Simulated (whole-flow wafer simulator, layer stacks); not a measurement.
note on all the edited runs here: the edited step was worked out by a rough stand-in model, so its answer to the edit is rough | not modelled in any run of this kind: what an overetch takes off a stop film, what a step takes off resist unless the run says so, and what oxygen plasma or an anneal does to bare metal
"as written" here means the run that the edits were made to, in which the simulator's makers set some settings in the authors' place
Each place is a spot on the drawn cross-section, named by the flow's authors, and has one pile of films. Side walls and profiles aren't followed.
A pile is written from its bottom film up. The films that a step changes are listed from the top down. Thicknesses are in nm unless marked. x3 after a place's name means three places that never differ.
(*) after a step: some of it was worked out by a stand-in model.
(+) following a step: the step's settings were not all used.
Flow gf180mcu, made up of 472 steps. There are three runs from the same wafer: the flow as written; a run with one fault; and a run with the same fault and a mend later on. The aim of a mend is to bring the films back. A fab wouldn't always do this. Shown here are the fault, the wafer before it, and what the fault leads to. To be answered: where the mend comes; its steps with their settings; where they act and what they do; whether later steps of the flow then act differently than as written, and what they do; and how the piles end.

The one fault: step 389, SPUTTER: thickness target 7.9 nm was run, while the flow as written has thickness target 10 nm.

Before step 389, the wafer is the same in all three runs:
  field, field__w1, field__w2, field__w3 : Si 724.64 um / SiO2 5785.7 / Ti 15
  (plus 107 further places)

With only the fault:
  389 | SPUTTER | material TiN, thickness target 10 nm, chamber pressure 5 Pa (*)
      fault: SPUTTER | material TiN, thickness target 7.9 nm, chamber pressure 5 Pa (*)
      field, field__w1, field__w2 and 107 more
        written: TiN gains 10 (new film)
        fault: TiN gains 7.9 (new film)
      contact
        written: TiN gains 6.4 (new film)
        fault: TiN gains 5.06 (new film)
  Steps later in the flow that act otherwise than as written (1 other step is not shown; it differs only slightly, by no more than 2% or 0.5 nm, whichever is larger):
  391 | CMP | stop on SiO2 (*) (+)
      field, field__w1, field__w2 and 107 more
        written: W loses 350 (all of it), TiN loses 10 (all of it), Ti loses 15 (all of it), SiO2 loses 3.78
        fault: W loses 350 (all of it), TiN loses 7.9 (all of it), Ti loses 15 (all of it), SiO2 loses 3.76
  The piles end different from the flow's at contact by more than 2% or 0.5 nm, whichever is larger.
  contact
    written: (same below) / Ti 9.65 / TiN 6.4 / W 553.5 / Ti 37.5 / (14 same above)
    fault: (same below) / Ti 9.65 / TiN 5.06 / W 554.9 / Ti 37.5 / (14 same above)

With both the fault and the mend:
  The mend follows step 389.
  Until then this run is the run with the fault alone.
  389a | SPUTTER | material TiN, thickness target 2.1 nm, chamber pressure 5 Pa (*) (the flow's step 389 again, with other settings)
      field, field__w1, field__w2 and 107 more
        TiN gains 2.1
      contact
        TiN gains 1.34
  None of the later steps of the flow acts differently than as written at any place that is followed.
  The piles end the same as the flow's at every place that both follow.
